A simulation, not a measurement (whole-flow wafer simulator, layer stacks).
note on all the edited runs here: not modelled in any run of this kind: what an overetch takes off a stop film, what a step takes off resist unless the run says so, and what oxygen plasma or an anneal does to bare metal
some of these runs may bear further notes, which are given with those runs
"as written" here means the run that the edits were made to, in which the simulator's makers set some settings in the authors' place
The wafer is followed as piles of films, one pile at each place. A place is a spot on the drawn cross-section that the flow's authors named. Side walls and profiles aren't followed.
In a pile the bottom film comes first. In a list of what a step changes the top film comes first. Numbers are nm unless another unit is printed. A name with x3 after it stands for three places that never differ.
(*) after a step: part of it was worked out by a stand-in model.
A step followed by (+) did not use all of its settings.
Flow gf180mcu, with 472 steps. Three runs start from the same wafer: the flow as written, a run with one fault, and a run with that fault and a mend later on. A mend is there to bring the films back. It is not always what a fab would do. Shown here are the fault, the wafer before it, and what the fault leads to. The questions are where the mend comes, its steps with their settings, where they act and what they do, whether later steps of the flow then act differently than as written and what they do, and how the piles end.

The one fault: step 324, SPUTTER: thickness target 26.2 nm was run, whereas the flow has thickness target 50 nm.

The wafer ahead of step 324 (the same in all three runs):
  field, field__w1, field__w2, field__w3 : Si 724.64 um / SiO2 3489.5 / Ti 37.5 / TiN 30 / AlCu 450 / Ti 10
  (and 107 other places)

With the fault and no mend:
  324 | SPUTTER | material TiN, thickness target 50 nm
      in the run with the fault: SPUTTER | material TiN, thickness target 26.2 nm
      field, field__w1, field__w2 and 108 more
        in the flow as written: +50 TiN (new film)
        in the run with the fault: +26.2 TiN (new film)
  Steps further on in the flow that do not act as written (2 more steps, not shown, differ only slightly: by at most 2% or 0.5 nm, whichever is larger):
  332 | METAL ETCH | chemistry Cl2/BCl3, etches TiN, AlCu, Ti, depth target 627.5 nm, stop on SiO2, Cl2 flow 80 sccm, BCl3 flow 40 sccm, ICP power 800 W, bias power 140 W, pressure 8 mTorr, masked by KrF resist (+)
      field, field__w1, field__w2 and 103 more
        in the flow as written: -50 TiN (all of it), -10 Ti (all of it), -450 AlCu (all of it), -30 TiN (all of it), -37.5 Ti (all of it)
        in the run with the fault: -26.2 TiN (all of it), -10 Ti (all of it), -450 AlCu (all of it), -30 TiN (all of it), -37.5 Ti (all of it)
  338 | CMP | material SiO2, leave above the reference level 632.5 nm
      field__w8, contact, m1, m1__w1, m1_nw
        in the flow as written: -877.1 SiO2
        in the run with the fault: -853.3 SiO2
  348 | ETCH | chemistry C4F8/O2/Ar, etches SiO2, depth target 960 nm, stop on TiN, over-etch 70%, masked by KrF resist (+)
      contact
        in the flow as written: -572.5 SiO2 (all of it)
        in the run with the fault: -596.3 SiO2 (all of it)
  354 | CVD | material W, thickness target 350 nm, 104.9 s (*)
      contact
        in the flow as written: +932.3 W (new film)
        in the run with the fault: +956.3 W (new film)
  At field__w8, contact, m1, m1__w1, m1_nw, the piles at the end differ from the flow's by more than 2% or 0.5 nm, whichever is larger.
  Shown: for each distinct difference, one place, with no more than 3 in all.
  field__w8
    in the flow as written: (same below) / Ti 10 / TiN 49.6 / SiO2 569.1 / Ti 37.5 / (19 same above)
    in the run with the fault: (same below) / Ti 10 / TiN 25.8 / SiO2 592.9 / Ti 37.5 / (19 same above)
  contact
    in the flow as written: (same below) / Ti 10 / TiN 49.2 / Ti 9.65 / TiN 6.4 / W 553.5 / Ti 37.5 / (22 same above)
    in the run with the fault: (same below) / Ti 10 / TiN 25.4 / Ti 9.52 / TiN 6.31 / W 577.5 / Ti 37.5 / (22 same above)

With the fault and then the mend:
  After step 331 comes the mend.
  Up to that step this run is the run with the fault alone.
  331a | STRIP | chemistry O2/N2, power 2160 W, pressure 1700 mTorr (*)
      field__w8, contact, m1, m1__w1, m1_nw
        -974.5 KrF resist (all of it)
  331b | SPUTTER | material TiN, thickness target 23.8 nm (the flow's step 324 again, with other settings)
      field, field__w1, field__w2 and 108 more
        +23.8 TiN
  331c | HMDS | 120 C, 60 s (the flow's step 326 again)
      alters no film at any place that is followed
  331d | COAT | KrF resist, thickness 1000 nm (the flow's step 327 again)
      field, field__w1, field__w2 and 108 more
        +1000 KrF resist (new film)
  331e | SOFTBAKE | KrF resist (the flow's step 328 again)
      alters no film at any place that is followed
  331f | EXPOSE | photomask Metal3 (the flow's step 329 again)
      alters no film at any place that is followed
  331g | PEB | KrF resist, 135 C, 90 s (the flow's step 330 again)
      field, field__w1, field__w2 and 108 more
        -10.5 KrF resist
  331h | DEVELOP | thickness 1000 nm, 60 s (the flow's step 331 again)
      field, field__w1, field__w2 and 103 more
        -989.5 KrF resist (all of it)
      field__w8, contact, m1, m1__w1, m1_nw
        -14.9 KrF resist
  None of the later steps of the flow acts differently than as written at any place that is followed.
  The piles end the same as the flow's at every place that both follow.
